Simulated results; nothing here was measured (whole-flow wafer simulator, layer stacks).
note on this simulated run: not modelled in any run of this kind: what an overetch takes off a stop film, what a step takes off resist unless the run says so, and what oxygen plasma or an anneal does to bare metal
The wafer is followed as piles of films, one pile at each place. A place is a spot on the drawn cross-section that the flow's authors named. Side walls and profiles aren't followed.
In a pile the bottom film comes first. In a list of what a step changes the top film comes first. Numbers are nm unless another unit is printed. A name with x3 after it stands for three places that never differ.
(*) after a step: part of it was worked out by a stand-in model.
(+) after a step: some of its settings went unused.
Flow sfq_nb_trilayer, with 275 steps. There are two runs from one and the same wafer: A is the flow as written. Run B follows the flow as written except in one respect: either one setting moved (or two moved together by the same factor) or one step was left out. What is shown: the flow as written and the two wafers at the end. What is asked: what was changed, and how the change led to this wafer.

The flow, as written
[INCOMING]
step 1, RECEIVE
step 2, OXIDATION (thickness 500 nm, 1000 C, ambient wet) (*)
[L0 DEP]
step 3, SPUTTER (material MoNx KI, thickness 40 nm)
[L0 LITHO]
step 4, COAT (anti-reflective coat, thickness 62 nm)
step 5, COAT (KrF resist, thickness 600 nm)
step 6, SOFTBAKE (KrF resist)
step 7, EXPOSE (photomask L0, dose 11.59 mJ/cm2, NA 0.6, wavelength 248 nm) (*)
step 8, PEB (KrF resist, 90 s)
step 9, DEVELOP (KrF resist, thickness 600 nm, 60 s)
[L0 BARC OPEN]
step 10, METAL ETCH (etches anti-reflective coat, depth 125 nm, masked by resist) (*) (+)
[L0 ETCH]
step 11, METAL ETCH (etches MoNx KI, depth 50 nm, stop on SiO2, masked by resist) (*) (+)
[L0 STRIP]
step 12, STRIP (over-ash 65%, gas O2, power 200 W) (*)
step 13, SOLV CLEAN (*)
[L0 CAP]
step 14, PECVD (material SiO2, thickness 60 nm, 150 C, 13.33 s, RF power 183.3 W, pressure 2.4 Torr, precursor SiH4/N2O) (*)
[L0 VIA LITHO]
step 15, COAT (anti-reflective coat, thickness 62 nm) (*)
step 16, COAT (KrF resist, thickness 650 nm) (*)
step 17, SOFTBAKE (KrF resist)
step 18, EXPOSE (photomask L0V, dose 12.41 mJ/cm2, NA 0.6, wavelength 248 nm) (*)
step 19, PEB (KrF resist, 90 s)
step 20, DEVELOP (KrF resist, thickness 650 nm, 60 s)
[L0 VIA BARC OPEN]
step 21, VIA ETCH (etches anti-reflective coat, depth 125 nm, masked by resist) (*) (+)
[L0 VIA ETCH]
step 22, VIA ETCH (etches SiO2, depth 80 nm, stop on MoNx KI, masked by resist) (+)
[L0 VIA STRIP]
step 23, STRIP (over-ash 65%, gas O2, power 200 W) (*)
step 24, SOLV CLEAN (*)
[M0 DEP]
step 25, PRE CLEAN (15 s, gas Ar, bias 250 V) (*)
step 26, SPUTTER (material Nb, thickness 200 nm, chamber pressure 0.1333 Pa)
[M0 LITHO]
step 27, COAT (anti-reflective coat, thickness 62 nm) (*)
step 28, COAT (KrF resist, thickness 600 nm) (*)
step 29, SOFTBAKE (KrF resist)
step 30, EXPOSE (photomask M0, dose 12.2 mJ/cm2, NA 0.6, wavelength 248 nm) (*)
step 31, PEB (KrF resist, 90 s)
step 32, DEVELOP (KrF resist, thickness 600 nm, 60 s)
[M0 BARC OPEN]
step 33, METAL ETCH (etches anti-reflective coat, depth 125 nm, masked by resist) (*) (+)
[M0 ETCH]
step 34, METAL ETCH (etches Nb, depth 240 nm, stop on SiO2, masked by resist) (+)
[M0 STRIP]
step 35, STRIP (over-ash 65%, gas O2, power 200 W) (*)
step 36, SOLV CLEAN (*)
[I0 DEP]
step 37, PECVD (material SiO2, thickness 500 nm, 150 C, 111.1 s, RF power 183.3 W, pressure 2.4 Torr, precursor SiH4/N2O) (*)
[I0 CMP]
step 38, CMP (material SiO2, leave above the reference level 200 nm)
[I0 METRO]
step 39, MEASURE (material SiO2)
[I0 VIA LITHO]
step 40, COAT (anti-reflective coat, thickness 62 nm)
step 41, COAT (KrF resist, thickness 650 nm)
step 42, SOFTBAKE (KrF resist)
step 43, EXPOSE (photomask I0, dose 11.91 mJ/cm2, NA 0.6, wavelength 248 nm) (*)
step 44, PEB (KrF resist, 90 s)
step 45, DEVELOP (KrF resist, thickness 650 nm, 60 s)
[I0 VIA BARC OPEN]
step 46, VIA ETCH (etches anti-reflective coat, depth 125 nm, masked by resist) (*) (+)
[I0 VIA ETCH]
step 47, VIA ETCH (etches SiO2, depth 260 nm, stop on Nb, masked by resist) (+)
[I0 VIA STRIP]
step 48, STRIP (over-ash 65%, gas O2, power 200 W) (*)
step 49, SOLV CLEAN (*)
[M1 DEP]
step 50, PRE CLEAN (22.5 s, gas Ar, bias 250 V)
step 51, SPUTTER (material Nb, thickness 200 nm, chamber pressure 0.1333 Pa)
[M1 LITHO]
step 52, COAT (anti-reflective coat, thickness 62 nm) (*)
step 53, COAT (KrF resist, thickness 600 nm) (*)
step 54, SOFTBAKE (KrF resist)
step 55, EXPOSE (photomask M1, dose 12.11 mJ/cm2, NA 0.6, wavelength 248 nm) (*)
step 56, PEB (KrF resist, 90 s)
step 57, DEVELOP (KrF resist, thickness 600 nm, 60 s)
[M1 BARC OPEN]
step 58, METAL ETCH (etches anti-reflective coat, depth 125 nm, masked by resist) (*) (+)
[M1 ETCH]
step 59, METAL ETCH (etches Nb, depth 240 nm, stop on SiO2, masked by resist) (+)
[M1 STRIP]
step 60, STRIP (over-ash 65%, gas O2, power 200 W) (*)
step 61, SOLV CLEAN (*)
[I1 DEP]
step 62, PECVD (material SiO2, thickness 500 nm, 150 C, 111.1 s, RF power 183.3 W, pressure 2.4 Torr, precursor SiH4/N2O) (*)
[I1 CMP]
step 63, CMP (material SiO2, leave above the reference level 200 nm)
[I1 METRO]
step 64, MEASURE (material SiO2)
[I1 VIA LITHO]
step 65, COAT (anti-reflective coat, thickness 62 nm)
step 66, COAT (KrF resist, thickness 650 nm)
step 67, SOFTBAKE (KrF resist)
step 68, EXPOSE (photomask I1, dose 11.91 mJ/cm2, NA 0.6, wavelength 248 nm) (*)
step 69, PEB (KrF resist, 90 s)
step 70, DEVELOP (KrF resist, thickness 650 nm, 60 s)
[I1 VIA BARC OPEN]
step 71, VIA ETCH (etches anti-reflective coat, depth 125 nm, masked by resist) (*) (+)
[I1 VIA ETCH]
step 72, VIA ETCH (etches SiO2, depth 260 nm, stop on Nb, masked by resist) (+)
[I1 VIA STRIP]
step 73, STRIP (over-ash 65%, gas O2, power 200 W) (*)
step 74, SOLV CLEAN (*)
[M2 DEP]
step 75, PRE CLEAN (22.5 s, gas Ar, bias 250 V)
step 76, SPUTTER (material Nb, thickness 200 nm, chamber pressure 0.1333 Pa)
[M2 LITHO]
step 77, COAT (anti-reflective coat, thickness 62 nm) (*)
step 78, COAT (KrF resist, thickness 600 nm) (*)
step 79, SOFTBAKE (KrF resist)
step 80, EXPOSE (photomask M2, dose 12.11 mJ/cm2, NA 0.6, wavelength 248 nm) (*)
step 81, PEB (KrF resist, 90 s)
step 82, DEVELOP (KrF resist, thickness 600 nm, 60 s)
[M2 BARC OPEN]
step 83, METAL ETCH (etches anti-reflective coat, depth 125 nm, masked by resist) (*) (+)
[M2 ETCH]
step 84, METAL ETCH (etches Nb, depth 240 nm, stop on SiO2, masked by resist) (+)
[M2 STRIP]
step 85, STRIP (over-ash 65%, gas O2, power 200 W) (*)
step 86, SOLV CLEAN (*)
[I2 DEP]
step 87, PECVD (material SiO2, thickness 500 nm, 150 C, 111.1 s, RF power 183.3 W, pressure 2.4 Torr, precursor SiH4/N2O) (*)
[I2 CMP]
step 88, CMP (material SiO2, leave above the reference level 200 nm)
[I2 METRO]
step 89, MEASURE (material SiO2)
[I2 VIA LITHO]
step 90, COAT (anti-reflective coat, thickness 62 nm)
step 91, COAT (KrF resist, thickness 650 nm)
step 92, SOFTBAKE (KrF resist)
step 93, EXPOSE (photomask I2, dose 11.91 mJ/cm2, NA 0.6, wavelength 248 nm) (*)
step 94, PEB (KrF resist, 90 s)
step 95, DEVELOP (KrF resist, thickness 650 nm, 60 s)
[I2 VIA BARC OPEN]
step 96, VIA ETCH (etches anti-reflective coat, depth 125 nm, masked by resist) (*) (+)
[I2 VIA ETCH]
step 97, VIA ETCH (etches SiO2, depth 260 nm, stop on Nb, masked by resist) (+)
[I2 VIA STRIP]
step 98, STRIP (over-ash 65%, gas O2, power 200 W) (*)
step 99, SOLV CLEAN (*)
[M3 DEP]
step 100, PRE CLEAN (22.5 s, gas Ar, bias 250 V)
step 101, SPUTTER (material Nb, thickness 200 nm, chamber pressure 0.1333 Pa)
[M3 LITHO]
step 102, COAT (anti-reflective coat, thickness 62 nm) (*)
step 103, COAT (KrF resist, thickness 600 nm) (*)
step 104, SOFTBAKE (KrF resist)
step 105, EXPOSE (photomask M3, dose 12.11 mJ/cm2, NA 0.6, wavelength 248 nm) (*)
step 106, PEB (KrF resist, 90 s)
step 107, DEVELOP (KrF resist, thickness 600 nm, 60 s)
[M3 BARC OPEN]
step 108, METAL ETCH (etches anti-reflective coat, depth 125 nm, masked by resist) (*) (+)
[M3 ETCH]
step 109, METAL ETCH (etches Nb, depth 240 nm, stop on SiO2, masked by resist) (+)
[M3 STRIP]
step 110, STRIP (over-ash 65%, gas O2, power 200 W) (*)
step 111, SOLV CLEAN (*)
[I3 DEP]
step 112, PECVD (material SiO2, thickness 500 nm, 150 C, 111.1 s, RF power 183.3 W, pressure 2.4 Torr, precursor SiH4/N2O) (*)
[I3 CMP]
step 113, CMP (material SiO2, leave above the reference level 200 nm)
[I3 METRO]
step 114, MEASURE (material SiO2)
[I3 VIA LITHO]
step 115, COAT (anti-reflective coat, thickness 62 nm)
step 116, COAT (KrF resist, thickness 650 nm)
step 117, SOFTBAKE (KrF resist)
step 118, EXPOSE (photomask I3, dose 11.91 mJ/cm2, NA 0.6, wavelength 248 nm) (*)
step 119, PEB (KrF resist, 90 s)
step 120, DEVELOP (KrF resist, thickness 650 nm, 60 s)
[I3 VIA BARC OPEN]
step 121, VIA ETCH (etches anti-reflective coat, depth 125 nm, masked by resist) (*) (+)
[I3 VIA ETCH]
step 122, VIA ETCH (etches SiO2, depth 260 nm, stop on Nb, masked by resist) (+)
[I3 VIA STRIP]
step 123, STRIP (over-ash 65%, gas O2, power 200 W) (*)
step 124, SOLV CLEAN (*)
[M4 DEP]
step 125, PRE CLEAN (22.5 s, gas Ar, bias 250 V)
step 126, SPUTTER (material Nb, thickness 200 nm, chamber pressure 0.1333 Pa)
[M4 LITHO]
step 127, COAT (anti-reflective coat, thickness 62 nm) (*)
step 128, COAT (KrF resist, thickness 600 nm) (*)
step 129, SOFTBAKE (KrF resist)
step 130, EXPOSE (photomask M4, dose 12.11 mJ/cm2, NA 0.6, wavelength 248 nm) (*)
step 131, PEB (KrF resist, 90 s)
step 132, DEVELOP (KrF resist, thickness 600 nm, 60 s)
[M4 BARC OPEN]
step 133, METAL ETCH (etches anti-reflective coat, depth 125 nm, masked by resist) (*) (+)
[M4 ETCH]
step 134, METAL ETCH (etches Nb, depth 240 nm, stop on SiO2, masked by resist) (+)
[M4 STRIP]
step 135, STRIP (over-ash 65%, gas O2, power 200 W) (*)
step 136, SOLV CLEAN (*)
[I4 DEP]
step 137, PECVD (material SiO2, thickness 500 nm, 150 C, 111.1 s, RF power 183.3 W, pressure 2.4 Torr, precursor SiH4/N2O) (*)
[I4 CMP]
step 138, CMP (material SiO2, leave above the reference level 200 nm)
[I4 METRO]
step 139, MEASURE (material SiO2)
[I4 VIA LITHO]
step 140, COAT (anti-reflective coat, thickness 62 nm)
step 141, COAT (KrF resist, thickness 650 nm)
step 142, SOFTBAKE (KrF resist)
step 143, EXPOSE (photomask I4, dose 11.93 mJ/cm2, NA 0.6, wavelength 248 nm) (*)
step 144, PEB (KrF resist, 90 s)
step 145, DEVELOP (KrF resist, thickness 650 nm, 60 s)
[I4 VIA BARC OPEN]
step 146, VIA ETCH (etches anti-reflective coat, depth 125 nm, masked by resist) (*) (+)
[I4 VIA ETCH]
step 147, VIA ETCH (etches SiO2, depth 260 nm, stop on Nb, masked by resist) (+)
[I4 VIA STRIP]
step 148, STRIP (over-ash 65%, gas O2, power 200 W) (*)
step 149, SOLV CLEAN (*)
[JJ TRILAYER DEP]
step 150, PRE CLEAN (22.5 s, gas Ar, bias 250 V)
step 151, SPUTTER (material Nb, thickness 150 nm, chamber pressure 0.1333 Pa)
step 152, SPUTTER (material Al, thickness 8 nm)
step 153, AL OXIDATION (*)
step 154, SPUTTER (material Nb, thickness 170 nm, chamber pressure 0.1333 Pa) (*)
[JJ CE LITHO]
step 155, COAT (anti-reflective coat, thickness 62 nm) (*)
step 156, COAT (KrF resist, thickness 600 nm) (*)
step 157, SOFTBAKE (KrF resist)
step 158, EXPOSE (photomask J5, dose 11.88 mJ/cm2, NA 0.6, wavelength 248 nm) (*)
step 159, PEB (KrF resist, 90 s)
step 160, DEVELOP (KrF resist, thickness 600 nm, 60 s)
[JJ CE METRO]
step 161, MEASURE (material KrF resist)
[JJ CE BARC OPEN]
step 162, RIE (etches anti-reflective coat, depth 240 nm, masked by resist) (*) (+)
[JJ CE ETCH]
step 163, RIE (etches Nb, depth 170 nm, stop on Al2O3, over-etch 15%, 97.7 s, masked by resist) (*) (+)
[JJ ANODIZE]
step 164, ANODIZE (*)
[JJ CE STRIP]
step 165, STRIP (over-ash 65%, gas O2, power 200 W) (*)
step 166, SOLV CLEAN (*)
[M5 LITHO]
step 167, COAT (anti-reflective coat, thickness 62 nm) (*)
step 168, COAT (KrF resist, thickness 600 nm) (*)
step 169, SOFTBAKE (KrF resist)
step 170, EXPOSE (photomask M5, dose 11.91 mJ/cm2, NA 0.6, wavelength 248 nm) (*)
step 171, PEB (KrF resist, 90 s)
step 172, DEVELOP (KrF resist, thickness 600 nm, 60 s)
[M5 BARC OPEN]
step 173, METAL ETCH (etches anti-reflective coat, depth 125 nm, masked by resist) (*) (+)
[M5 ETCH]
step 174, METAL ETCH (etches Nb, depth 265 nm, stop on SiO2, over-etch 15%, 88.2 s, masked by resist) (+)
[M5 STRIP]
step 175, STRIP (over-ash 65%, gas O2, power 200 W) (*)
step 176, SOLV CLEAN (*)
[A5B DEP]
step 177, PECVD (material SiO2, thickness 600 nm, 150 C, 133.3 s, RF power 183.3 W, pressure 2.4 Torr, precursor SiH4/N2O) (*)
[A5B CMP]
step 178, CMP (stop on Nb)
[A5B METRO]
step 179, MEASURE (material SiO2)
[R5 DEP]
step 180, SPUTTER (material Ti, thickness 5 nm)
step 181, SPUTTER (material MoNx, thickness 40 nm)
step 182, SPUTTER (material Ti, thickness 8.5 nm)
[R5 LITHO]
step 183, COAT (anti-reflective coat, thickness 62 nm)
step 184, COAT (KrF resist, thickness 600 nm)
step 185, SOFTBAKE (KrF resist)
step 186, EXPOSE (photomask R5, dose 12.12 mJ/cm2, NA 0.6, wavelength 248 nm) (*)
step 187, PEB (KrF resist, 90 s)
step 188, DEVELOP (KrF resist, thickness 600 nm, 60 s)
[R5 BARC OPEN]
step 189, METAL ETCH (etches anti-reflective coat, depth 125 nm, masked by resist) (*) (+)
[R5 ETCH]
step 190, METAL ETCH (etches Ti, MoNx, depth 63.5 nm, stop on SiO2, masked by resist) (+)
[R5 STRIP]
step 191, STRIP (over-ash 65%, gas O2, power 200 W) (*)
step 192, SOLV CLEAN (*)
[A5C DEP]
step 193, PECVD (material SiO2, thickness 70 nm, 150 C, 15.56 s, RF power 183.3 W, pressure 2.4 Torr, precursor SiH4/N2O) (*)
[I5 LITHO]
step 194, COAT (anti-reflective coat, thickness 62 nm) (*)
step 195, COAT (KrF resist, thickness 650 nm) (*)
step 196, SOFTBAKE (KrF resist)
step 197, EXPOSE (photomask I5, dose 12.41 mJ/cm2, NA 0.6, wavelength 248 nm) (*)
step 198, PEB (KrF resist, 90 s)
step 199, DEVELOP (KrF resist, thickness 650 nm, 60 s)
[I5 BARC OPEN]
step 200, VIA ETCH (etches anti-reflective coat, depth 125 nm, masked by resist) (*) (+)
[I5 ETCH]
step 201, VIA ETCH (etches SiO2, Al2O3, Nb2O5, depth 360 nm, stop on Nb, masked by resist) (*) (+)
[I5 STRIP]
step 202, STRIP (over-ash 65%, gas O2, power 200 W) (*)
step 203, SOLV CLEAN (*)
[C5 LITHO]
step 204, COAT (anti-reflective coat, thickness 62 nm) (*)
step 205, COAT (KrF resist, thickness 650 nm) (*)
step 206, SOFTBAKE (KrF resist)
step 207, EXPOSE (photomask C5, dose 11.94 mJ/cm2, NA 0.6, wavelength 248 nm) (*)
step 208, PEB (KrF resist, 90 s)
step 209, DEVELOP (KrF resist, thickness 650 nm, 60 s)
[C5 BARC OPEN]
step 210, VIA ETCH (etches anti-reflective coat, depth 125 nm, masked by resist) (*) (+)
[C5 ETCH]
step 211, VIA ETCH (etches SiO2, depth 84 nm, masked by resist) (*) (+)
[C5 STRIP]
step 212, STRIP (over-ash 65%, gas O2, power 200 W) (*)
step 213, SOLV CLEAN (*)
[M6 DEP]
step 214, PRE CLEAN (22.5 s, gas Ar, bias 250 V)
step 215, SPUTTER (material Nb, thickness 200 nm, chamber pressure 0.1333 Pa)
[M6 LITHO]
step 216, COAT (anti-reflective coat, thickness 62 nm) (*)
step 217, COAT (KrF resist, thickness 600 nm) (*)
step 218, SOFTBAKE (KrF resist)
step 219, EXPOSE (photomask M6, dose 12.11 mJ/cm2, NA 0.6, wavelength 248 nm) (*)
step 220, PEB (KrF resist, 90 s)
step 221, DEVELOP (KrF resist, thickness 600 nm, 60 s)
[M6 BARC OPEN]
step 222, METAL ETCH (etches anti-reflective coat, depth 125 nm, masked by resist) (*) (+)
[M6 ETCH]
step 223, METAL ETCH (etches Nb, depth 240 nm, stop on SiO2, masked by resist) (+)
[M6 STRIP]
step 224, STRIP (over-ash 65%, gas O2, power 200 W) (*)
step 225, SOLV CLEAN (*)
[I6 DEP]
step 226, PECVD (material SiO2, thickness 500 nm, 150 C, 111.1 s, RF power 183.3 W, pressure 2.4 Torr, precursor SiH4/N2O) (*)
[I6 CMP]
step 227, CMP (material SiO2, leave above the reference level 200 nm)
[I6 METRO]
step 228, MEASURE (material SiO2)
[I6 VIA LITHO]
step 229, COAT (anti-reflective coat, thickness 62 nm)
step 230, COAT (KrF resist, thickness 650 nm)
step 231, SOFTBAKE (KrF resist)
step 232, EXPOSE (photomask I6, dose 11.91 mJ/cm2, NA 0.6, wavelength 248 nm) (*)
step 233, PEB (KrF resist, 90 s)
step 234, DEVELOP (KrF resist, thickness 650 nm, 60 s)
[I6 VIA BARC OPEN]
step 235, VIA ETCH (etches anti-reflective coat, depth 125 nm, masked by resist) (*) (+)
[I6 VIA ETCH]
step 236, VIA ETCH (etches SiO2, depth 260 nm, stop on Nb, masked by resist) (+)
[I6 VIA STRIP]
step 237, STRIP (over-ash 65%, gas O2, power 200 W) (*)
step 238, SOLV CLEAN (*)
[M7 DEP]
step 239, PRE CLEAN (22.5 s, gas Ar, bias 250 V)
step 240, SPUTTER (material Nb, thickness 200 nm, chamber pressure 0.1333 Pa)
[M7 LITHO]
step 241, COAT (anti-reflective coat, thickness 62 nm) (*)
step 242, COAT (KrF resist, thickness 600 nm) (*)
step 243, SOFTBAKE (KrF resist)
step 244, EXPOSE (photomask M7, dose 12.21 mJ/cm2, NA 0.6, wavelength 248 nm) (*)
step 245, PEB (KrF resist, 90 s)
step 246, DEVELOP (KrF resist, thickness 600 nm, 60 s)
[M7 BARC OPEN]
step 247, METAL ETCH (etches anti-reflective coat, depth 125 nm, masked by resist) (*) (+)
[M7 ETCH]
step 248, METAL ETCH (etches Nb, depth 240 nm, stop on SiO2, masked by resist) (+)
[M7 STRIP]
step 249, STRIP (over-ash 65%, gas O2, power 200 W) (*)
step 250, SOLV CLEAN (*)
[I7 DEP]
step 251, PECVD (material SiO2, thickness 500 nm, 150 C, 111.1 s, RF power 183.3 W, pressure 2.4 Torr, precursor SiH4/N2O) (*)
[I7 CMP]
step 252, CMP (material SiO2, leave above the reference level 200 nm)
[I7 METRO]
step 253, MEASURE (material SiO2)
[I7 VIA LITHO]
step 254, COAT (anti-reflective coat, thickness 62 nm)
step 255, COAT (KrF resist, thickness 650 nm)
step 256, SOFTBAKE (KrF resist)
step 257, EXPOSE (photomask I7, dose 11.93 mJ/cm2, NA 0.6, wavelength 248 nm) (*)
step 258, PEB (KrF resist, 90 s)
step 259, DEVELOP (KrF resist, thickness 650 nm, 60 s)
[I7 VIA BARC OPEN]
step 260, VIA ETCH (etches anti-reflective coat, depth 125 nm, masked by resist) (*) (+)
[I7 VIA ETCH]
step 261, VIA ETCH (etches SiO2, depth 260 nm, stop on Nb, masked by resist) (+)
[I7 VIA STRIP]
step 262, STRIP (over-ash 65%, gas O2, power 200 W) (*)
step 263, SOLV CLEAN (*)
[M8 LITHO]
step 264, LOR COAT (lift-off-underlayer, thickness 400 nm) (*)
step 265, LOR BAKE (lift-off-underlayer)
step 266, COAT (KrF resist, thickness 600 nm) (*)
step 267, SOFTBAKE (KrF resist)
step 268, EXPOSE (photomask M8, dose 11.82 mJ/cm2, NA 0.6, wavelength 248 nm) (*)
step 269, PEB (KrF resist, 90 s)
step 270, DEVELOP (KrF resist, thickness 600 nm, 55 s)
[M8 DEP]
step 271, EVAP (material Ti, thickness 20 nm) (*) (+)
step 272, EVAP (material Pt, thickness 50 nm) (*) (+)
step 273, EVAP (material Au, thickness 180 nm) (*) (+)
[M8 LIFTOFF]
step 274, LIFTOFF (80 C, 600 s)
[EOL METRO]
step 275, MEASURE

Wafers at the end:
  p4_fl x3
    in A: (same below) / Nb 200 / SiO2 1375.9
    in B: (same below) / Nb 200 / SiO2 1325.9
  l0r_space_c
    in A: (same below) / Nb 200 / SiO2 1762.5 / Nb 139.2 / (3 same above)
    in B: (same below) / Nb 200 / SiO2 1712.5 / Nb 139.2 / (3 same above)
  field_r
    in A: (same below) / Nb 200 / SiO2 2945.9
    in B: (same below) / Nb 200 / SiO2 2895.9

Cause: step 138, CMP: leave above the reference level 150 nm was run, while the flow as written has leave above the reference level 200 nm.

Step by step, how the change led to this:
  step 138, CMP (material SiO2, leave above the reference level 200 nm)
      field_l, be, be_sur and 55 more: A SiO2 loses 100 | B SiO2 loses 150
      v_sur, via_wl, via_w and 35 more: A SiO2 loses 300 | B SiO2 loses 350
      (as well as at 10 more places)
  step 147, VIA ETCH (etches SiO2, depth 260 nm, stop on Nb, masked by resist) (+)
      field_l, v_sur, via_sp and 100 more: A KrF resist loses 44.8 | B KrF resist loses 38.8
      via_wl, via_w, via_wr: A SiO2 loses 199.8 (all of it) | B SiO2 loses 149.8 (all of it)
  step 151, SPUTTER (material Nb, thickness 150 nm, chamber pressure 0.1333 Pa)
      via_wl, via_w, via_wr: A Nb gains 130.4 | B Nb gains 136.2
  step 154, SPUTTER (material Nb, thickness 170 nm, chamber pressure 0.1333 Pa) (*)
      via_wl, via_wr: A Nb gains 140.7 (new film) | B Nb gains 149.4 (new film)
      via_w: A Nb gains 141 (new film) | B Nb gains 149.7 (new film)
  step 155, COAT (anti-reflective coat, thickness 62 nm) (*)
      via_wl, via_wr: A anti-reflective coat gains 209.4 (new film) | B anti-reflective coat gains 163.1 (new film)
      v_sur: A anti-reflective coat gains 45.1 (new film) | B anti-reflective coat gains 47.3 (new film)
      (as well as at 2 more places)
  step 156, COAT (KrF resist, thickness 600 nm) (*)
      via_w: A KrF resist gains 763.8 (new film) | B KrF resist gains 716.3 (new film)
  step 160, DEVELOP (KrF resist, thickness 600 nm, 60 s)
      via_w: A KrF resist loses 762.1 (all of it) | B KrF resist loses 714.8 (all of it)
  step 162, RIE (etches anti-reflective coat, depth 240 nm, masked by resist) (*) (+)
      ce_l, c5j, ce_r, wl_jj: A KrF resist loses 209.4 | B KrF resist loses 163.1
      via_wl, via_wr: A anti-reflective coat loses 209.4 (all of it) | B anti-reflective coat loses 163.1 (all of it)
      (as well as at 3 more places)
  step 163, RIE (etches Nb, depth 170 nm, stop on Al2O3, over-etch 15%, 97.7 s, masked by resist) (*) (+)
      via_wl, via_wr: A Nb loses 140.7 (all of it), Al2O3 loses 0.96 (all of it) | B Nb loses 149.4 (all of it), Al2O3 loses 0.96 (all of it)
      via_w: A Nb loses 141 (all of it), Al2O3 loses 0.96 (all of it) | B Nb loses 149.7 (all of it), Al2O3 loses 0.96 (all of it)
  step 164, ANODIZE (*)
      via_w: A Al2O3 gains 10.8 (new film), Nb2O5 gains 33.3 (new film), Al loses 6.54 (all of it), Nb loses 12 | B Al2O3 gains 11.3 (new film), Nb2O5 gains 32.4 (new film), Al loses 6.87 (all of it), Nb loses 11.6
  step 165, STRIP (over-ash 65%, gas O2, power 200 W) (*)
      c5j, ce_r: A KrF resist loses 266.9 (all of it), anti-reflective coat loses 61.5 (all of it) | B KrF resist loses 313.5 (all of it), anti-reflective coat loses 61.6 (all of it)
      ce_l: A KrF resist loses 266.8 (all of it), anti-reflective coat loses 61.4 (all of it) | B KrF resist loses 313.4 (all of it), anti-reflective coat loses 61.6 (all of it)
      (as well as at 1 more place)
  step 167, COAT (anti-reflective coat, thickness 62 nm) (*)
      v_sur: A anti-reflective coat gains 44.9 (new film) | B anti-reflective coat gains 43.9 (new film)
      via_wl: A anti-reflective coat gains 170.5 (new film) | B anti-reflective coat gains 125.8 (new film)
      (as well as at 2 more places)
  step 168, COAT (KrF resist, thickness 600 nm) (*)
      via_w: A KrF resist gains 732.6 (new film) | B KrF resist gains 699.4 (new film)
  step 175, STRIP (over-ash 65%, gas O2, power 200 W) (*)
      v_sur: A KrF resist loses 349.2 (all of it), anti-reflective coat loses 44.9 (all of it) | B KrF resist loses 357.7 (all of it), anti-reflective coat loses 43.9 (all of it)
      via_wl: A KrF resist loses 427 (all of it), anti-reflective coat loses 170.5 (all of it) | B KrF resist loses 426.7 (all of it), anti-reflective coat loses 125.8 (all of it)
      (as well as at 2 more places)
  step 178, CMP (stop on Nb)
      via_wl, via_wr: A SiO2 loses 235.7 | B SiO2 loses 291.5
      via_w: A SiO2 loses 235.2 | B SiO2 loses 291
